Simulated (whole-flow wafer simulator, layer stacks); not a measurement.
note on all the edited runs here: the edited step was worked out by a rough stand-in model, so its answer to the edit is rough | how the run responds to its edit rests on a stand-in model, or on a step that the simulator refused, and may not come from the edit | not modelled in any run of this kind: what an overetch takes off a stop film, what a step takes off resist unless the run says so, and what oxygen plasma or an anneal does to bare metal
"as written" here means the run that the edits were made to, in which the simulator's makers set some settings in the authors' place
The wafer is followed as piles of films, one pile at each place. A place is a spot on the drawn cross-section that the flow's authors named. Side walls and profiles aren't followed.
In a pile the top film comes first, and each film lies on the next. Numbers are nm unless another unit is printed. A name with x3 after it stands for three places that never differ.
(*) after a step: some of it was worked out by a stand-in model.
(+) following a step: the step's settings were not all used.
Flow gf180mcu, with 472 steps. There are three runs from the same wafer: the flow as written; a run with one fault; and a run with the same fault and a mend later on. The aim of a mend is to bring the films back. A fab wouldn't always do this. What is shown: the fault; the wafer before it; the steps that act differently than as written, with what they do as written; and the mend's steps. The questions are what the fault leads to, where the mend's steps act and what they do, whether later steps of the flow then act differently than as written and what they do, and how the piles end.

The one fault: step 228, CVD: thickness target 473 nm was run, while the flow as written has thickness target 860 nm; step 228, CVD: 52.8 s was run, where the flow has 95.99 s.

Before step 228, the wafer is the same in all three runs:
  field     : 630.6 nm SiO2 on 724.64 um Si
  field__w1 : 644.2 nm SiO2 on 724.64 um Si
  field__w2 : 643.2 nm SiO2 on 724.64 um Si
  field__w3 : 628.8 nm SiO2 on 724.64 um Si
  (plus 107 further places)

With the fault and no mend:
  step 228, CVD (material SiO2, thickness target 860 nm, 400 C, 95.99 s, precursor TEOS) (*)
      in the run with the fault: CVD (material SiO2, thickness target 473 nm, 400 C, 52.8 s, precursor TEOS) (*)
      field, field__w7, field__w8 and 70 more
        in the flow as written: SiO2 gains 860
        in the run with the fault: SiO2 gains 481.2
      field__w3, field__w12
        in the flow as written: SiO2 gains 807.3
        in the run with the fault: SiO2 gains 455.4
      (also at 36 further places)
  Later steps of the flow acting differently than as written (2 other steps are not shown; they differ only slightly, by no more than 2% or 0.5 nm, whichever is larger):
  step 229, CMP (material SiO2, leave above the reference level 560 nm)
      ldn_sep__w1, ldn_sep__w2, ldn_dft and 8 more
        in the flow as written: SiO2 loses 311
        in the run with the fault: nothing
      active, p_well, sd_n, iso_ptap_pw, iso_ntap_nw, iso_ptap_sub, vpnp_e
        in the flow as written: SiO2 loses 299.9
        in the run with the fault: nothing
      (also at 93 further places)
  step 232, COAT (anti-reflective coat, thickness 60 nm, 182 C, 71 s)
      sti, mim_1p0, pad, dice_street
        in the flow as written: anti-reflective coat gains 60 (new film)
        in the run with the fault: anti-reflective coat gains 58.1 (new film)
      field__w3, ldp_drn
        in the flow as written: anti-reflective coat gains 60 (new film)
        in the run with the fault: anti-reflective coat gains 123.5 (new film)
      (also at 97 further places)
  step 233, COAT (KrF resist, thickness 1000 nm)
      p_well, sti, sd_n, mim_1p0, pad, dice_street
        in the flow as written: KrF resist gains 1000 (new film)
        in the run with the fault: KrF resist gains 1024.2 (new film)
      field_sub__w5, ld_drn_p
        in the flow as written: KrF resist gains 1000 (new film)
        in the run with the fault: KrF resist gains 1023.9 (new film)
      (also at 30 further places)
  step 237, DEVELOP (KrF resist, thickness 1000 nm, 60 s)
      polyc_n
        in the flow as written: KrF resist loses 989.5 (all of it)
        in the run with the fault: KrF resist loses 954 (all of it)
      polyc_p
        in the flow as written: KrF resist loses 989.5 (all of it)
        in the run with the fault: KrF resist loses 954.4 (all of it)
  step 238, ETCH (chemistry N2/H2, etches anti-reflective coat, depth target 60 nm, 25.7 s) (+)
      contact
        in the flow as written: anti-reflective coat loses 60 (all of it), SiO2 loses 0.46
        in the run with the fault: anti-reflective coat loses 73 (all of it), SiO2 loses 0.13
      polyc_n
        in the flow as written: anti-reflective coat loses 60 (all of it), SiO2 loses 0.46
        in the run with the fault: anti-reflective coat loses 11.5 (all of it), SiO2 loses 1.7
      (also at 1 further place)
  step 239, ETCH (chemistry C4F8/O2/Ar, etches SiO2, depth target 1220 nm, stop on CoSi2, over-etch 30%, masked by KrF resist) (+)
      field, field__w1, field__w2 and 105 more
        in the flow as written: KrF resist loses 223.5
        in the run with the fault: KrF resist loses 200.8
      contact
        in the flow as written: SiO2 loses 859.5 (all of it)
        in the run with the fault: SiO2 loses 772.3 (all of it)
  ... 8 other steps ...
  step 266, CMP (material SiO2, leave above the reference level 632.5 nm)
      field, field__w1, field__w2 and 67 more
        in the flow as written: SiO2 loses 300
        in the run with the fault: SiO2 loses 287.7
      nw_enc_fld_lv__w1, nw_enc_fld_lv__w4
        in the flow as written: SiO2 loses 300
        in the run with the fault: SiO2 loses 292.3
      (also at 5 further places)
  The piles end different from the flow's at field, field__w1, field__w2 and 77 more by more than 2% or 0.5 nm, whichever is larger.
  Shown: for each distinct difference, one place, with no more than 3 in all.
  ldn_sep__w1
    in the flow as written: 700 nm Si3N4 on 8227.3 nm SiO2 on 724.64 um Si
    in the run with the fault: 700 nm Si3N4 on 7042.5 nm SiO2 on 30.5 nm W on 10 nm TiN on 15 nm Ti on 1132.5 nm SiO2 on 724.64 um Si
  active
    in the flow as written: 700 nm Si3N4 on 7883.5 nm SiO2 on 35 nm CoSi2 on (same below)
    in the run with the fault: 700 nm Si3N4 on 7042.5 nm SiO2 on 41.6 nm W on 10 nm TiN on 15 nm Ti on 777.7 nm SiO2 on 35 nm CoSi2 on (same below)
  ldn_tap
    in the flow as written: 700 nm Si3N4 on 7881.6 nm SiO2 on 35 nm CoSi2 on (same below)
    in the run with the fault: 700 nm Si3N4 on 7042.5 nm SiO2 on 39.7 nm W on 10 nm TiN on 15 nm Ti on 777.7 nm SiO2 on 35 nm CoSi2 on (same below)

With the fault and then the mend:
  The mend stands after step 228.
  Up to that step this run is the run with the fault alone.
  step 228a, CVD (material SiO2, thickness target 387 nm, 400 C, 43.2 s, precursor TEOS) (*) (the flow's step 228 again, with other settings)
      field, field__w7, field__w8 and 72 more
        SiO2 gains 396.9
      field_sub__w1, field_sub__w4, field_sub__w5
        SiO2 gains 386.5
      nw_enc_fld_lv__w1, nw_enc_fld_lv__w3, nw_enc_fld_lv__w4
        SiO2 gains 383.1
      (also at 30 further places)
  Later steps of the flow acting differently than as written (2 other steps are not shown; they differ only slightly, by no more than 2% or 0.5 nm, whichever is larger):
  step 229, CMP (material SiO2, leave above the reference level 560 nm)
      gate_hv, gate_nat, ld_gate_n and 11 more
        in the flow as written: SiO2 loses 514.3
        in the run with the mend: SiO2 loses 532.4
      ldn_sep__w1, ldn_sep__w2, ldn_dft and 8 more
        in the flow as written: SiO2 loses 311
        in the run with the mend: SiO2 loses 329.1
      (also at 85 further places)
  At the end the piles are close to the flow's at the places that both follow, differing by at most 2% or 0.5 nm, whichever is larger.
